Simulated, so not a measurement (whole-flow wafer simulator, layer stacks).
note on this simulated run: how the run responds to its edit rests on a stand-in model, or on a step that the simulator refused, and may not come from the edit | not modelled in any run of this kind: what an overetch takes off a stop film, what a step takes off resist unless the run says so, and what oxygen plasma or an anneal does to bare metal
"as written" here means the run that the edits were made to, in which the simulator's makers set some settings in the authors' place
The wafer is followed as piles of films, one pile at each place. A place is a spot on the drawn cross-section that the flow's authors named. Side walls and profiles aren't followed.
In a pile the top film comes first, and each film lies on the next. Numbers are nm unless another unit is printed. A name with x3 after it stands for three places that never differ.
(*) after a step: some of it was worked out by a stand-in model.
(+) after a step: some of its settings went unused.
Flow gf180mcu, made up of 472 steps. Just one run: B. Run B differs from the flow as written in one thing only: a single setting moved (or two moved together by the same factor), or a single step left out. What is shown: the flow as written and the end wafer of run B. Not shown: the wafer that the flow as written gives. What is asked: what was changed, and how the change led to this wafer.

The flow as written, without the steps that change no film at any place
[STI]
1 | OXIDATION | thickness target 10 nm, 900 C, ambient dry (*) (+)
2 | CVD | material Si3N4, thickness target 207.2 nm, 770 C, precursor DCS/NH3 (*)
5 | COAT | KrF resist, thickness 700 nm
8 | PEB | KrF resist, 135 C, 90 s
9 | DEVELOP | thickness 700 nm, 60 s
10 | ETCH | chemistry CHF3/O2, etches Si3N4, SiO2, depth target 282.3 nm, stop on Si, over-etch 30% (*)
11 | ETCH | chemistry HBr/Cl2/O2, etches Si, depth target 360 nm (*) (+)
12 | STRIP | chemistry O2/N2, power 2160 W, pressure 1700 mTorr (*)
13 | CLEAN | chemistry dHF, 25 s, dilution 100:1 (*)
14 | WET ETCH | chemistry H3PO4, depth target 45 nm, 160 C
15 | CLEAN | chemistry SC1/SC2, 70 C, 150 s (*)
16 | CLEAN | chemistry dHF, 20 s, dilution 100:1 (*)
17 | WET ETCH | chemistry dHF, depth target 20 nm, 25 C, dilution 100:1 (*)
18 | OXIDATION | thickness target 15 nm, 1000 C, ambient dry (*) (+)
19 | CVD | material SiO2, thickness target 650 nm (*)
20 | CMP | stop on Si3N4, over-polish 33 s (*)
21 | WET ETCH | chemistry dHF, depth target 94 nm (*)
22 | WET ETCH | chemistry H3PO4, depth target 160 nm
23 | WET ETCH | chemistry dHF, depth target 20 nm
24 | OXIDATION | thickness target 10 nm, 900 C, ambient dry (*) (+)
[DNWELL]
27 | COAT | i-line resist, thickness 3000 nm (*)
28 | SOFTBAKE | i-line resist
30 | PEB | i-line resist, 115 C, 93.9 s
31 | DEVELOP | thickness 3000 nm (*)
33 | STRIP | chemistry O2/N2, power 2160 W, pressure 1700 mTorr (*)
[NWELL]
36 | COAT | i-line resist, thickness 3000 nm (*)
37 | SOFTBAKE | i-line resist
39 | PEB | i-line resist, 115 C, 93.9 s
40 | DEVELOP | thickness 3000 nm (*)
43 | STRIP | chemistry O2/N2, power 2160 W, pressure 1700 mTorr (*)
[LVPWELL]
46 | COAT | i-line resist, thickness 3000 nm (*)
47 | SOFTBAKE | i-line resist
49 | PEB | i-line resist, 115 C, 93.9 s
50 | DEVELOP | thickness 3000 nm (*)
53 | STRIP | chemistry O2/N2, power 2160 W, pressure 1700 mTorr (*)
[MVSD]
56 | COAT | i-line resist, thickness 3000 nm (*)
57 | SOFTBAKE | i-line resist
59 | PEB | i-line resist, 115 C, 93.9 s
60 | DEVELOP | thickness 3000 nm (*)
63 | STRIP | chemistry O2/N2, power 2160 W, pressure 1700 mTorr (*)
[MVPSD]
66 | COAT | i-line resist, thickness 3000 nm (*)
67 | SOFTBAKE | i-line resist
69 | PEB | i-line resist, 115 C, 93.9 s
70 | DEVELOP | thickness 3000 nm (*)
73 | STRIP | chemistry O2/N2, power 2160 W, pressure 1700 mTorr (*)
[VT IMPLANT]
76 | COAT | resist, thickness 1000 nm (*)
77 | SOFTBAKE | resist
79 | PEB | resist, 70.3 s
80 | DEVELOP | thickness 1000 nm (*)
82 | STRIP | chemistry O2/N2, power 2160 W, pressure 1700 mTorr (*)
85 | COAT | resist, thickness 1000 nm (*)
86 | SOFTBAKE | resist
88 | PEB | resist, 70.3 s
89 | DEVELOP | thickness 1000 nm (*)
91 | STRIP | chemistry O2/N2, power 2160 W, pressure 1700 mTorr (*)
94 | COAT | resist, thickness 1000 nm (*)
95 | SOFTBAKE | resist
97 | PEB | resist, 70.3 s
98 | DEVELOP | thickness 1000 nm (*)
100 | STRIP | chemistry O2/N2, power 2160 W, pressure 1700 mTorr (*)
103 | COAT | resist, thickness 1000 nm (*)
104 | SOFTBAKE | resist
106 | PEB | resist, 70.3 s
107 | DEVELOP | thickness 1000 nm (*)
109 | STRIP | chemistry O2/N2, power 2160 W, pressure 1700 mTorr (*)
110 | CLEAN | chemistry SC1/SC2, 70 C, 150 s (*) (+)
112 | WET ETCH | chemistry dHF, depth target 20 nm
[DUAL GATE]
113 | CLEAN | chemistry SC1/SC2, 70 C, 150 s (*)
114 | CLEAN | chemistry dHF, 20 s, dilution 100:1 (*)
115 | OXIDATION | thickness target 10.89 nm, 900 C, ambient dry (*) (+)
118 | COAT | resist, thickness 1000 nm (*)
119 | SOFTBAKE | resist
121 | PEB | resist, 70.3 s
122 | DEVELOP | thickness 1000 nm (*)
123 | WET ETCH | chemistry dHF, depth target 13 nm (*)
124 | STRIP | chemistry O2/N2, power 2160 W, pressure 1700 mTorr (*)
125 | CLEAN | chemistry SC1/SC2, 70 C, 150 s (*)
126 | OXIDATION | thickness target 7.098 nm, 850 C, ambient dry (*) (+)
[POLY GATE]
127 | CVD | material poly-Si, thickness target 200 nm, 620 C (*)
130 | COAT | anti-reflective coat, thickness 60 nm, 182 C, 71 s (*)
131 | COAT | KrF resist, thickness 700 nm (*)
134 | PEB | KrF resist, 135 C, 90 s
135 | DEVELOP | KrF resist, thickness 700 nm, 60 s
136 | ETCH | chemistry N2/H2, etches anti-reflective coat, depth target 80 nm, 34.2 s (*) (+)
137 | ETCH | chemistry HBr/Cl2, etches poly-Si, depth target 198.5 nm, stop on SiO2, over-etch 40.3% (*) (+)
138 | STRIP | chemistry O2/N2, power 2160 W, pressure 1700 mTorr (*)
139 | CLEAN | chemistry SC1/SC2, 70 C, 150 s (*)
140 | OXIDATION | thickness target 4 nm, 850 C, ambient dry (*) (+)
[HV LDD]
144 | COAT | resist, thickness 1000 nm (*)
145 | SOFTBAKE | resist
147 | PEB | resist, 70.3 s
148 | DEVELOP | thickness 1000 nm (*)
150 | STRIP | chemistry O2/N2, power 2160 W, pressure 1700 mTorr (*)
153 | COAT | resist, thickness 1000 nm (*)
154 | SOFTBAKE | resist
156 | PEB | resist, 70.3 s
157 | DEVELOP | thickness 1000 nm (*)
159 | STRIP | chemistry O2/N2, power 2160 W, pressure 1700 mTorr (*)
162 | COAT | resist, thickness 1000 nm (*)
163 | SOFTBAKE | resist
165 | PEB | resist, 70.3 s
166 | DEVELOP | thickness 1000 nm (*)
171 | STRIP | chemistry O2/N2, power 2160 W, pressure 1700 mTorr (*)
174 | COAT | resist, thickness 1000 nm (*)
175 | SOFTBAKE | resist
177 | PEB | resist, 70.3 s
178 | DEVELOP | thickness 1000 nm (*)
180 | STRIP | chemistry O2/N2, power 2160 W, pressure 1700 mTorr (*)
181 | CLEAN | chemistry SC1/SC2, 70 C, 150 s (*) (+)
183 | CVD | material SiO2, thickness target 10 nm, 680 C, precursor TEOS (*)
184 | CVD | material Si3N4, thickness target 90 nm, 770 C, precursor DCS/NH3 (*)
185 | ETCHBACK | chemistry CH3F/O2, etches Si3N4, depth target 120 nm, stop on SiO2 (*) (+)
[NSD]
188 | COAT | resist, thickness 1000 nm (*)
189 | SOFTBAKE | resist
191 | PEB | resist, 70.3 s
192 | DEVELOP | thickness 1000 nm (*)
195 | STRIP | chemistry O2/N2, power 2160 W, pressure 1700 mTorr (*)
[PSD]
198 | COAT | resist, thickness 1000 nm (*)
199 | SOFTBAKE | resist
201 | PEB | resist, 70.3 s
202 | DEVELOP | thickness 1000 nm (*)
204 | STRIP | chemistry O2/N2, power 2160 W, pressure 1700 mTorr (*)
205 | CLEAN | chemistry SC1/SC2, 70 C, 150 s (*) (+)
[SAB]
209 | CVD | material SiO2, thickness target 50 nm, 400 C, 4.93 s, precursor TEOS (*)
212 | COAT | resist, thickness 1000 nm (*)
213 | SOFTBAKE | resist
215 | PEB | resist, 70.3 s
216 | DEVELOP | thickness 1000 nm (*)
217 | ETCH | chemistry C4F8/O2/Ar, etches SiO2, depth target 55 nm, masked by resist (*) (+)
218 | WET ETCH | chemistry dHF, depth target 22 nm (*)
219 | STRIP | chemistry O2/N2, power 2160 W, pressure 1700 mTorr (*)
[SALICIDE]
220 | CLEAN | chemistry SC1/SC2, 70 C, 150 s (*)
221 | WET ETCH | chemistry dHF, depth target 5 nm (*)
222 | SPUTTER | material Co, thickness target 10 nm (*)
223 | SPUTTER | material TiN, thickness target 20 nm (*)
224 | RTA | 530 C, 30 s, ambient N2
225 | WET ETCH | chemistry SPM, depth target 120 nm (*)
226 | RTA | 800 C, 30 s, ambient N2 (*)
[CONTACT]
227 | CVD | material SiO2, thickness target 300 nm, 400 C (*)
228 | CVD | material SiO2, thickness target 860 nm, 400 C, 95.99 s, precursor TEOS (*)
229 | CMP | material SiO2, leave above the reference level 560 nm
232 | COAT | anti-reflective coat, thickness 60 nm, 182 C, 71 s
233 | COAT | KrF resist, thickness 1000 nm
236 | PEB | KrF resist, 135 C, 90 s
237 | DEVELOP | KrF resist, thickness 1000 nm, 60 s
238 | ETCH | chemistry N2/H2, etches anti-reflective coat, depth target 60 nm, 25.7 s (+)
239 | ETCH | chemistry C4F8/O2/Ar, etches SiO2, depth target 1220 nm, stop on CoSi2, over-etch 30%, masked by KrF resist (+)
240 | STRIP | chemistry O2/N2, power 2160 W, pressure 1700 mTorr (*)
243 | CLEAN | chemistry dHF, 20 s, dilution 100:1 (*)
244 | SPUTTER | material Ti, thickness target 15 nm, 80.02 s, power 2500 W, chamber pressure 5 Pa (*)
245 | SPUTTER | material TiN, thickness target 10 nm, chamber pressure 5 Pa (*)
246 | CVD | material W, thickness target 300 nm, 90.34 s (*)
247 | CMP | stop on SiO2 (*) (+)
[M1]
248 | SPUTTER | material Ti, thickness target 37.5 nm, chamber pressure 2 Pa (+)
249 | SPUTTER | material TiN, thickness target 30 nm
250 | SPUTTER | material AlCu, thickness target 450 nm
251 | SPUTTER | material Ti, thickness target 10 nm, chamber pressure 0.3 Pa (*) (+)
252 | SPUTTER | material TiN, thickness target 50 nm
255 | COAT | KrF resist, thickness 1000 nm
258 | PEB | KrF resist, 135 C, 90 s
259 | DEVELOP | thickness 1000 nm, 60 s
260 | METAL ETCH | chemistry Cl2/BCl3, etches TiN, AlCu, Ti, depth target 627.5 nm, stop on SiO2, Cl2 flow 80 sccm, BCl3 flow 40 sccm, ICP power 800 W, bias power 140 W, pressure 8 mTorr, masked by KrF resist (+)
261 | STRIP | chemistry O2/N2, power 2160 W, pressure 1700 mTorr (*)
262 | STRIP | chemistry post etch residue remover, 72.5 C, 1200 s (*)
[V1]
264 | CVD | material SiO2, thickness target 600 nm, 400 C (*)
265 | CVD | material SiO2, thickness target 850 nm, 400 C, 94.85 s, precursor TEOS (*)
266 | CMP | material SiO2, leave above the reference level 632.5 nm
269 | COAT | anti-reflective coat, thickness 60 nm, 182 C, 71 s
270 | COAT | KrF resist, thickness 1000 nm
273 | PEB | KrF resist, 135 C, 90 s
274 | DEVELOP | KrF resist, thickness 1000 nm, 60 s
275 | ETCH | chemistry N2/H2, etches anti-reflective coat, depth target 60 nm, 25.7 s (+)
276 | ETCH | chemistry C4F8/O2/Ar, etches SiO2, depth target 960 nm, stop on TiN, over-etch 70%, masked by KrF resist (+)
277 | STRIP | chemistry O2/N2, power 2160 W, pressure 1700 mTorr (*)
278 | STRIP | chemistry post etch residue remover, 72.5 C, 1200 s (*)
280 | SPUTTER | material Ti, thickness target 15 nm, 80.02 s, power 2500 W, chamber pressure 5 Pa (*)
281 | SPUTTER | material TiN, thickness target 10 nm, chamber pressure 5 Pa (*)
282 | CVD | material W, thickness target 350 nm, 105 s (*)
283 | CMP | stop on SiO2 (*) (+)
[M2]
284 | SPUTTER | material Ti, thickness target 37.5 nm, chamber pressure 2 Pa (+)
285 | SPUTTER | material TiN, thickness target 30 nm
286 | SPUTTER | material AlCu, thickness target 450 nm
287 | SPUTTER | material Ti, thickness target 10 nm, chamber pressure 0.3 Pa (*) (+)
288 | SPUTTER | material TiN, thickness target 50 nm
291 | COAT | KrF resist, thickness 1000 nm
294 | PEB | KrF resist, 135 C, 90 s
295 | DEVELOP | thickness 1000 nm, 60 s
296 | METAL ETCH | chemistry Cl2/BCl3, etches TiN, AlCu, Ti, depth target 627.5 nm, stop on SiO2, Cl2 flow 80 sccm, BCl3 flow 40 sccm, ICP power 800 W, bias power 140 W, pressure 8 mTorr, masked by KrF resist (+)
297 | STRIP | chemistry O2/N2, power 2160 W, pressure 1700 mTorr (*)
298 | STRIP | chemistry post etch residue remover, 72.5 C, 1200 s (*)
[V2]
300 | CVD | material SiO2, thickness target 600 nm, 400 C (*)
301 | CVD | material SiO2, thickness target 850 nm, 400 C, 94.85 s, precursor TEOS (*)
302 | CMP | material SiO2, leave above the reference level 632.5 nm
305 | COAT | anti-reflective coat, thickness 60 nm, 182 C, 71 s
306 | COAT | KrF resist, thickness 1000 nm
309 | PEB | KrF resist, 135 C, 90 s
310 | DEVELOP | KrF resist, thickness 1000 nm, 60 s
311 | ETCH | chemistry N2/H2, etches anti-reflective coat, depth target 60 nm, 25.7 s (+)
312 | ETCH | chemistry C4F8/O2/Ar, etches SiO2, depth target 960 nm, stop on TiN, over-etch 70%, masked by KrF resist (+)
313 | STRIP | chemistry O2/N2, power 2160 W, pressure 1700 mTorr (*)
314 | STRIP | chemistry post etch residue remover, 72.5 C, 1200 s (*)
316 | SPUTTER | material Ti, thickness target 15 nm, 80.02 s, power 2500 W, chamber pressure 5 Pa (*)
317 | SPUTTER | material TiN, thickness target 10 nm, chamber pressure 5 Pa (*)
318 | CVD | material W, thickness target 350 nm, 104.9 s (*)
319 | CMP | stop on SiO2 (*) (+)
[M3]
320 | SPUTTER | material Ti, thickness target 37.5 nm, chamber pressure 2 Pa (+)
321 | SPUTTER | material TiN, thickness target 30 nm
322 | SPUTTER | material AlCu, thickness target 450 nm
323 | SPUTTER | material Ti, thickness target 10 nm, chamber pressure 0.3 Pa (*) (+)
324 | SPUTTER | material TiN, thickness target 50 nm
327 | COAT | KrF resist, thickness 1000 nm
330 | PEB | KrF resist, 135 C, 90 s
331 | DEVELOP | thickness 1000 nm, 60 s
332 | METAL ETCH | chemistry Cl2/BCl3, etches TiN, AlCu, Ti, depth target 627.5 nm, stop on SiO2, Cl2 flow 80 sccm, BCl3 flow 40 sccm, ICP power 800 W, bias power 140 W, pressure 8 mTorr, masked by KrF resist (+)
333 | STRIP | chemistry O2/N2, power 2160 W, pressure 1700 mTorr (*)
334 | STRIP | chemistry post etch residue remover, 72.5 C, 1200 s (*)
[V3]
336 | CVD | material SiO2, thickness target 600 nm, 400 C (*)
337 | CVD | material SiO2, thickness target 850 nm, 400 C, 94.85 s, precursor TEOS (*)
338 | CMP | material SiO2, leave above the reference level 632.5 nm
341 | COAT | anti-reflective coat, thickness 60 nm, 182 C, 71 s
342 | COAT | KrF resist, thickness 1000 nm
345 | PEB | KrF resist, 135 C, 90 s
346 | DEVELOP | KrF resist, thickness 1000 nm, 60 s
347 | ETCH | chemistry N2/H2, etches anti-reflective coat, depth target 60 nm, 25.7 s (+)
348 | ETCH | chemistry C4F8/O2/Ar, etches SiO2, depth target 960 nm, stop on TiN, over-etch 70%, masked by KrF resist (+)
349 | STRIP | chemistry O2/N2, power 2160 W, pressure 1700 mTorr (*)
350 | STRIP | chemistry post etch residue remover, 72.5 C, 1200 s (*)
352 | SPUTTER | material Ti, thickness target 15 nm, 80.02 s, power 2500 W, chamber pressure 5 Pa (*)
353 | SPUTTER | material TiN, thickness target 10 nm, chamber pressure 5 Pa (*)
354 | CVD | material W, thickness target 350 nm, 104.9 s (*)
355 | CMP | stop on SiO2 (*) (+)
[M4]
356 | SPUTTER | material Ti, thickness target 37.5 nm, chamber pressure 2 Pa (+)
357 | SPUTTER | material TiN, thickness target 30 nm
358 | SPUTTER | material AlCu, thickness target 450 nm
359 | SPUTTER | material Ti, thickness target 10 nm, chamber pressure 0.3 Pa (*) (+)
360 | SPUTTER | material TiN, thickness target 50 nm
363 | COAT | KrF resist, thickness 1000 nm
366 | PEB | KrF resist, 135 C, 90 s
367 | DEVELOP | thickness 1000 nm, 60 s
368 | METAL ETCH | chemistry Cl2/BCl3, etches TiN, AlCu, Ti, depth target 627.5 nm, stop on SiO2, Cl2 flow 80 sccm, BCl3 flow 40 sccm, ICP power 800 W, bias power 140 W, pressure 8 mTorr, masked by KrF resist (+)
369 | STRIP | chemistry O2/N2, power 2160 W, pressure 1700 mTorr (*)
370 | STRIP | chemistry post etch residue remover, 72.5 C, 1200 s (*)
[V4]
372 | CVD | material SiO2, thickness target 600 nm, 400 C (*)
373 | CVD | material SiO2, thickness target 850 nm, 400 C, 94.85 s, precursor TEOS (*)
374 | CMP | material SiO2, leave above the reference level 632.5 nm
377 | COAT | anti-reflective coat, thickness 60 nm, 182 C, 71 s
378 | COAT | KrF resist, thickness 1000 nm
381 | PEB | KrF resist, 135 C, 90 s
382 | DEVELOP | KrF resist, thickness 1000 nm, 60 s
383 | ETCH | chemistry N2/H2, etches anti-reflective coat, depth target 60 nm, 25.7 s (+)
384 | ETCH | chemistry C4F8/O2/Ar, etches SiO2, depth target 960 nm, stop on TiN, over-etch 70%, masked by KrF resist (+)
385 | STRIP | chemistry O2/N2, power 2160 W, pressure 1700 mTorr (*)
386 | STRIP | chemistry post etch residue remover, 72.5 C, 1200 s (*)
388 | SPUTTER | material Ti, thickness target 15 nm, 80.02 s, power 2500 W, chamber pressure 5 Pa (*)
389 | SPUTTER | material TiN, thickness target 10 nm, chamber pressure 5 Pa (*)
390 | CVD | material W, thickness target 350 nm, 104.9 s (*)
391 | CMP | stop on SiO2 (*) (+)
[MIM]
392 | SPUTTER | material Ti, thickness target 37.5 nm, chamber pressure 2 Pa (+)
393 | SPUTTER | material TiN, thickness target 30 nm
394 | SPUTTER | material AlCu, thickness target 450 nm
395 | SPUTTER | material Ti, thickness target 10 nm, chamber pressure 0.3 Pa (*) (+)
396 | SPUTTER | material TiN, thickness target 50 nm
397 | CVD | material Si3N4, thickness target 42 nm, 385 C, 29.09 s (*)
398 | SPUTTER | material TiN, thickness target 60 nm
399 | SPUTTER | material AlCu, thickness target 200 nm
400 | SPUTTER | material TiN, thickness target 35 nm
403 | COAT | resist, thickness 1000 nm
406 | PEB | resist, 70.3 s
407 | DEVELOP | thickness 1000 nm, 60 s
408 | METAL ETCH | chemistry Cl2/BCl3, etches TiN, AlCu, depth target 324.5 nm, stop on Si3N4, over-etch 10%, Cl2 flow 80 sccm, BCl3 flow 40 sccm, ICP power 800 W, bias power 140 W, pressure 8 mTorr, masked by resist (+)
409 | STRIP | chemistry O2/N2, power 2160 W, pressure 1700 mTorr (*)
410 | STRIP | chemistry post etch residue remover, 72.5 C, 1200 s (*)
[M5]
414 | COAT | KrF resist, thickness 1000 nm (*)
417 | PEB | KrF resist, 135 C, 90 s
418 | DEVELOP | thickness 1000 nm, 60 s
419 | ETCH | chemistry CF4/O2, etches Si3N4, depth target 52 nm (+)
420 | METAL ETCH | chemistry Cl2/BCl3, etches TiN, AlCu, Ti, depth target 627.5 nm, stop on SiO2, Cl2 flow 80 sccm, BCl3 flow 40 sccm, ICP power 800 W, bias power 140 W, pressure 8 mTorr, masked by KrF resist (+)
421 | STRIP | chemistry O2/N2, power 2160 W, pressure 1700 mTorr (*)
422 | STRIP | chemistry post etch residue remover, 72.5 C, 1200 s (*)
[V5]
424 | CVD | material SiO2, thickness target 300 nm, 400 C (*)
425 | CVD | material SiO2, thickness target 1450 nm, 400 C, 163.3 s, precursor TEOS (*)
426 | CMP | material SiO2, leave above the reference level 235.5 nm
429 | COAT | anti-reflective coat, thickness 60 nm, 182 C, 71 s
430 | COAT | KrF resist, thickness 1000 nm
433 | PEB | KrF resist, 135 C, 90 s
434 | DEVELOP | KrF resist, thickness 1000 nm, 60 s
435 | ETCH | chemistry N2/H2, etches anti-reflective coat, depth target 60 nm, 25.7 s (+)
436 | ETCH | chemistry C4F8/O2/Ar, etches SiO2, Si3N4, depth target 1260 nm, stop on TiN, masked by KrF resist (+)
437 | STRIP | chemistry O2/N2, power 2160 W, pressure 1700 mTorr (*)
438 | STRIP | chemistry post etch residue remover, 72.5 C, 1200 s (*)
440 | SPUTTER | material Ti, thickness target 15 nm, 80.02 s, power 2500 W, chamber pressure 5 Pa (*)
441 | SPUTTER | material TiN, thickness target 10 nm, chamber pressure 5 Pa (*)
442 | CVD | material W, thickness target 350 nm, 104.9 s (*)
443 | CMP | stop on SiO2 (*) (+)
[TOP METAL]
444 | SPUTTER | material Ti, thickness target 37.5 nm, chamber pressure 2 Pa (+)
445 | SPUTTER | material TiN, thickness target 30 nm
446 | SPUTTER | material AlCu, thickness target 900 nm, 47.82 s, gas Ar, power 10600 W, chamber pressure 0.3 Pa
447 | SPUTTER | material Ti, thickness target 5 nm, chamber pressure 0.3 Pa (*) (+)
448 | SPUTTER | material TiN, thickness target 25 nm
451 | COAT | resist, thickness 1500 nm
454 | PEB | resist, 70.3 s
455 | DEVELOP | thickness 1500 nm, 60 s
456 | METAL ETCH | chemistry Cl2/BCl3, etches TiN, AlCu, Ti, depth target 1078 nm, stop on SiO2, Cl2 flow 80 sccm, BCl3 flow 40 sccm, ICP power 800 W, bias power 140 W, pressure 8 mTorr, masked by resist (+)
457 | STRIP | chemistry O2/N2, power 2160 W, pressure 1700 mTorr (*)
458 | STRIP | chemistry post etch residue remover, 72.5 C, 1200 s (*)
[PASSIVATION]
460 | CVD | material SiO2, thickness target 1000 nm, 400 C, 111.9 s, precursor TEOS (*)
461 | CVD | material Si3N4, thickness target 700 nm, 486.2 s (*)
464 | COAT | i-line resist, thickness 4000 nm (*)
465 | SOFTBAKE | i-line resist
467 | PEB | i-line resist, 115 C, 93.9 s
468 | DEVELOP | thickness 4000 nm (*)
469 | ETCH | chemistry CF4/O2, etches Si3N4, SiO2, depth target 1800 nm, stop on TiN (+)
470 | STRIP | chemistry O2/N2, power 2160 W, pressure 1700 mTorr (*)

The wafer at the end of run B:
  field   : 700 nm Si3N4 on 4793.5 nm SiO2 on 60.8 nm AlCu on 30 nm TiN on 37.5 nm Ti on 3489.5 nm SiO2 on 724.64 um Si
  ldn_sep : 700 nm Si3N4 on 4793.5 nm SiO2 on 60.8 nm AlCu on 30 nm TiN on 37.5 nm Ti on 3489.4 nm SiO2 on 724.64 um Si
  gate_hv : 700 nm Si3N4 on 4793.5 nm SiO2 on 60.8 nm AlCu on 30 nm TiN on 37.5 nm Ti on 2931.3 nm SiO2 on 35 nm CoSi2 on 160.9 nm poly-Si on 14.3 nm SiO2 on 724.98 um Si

The reason: step 322, SPUTTER: thickness target 634 nm was run, while the flow as written has thickness target 450 nm.

The path from the change to this, step by step:
  322 | SPUTTER | material AlCu, thickness target 450 nm
      field, field__w1, field__w2 and 108 more: AlCu gains 634 (new film) (as written it would have been: AlCu gains 450 (new film))
  332 | METAL ETCH | chemistry Cl2/BCl3, etches TiN, AlCu, Ti, depth target 627.5 nm, stop on SiO2, Cl2 flow 80 sccm, BCl3 flow 40 sccm, ICP power 800 W, bias power 140 W, pressure 8 mTorr, masked by KrF resist (+)
      field, field__w1, field__w2 and 103 more: TiN loses 50 (all of it), Ti loses 10 (all of it), AlCu loses 567.5 (as written it would have been: TiN loses 50 (all of it), Ti loses 10 (all of it), AlCu loses 450 (all of it), TiN loses 30 (all of it), Ti loses 37.5 (all of it))
  334 | STRIP | chemistry post etch residue remover, 72.5 C, 1200 s (*)
      field, field__w1, field__w2 and 103 more: AlCu loses 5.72 (as written it would have been: nothing)
  336 | CVD | material SiO2, thickness target 600 nm, 400 C (*)
      field, field__w1, field__w2 and 103 more: SiO2 gains 600 (new film) (as written it would have been: SiO2 gains 600)
  338 | CMP | material SiO2, leave above the reference level 632.5 nm
      field, field__w1, field__w2 and 103 more: SiO2 loses 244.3 (as written it would have been: SiO2 loses 300)
If metal films that touch count as one body, field has 1 body; the flow as written gives 0 bodies.
If metal films that touch count as one body, ldn_sep has 1 body; the flow as written gives 0 bodies.
If metal films that touch count as one body, gate_hv has 2 bodies (between them, from the top down: SiO2 2931.3); the flow as written gives 1 body.
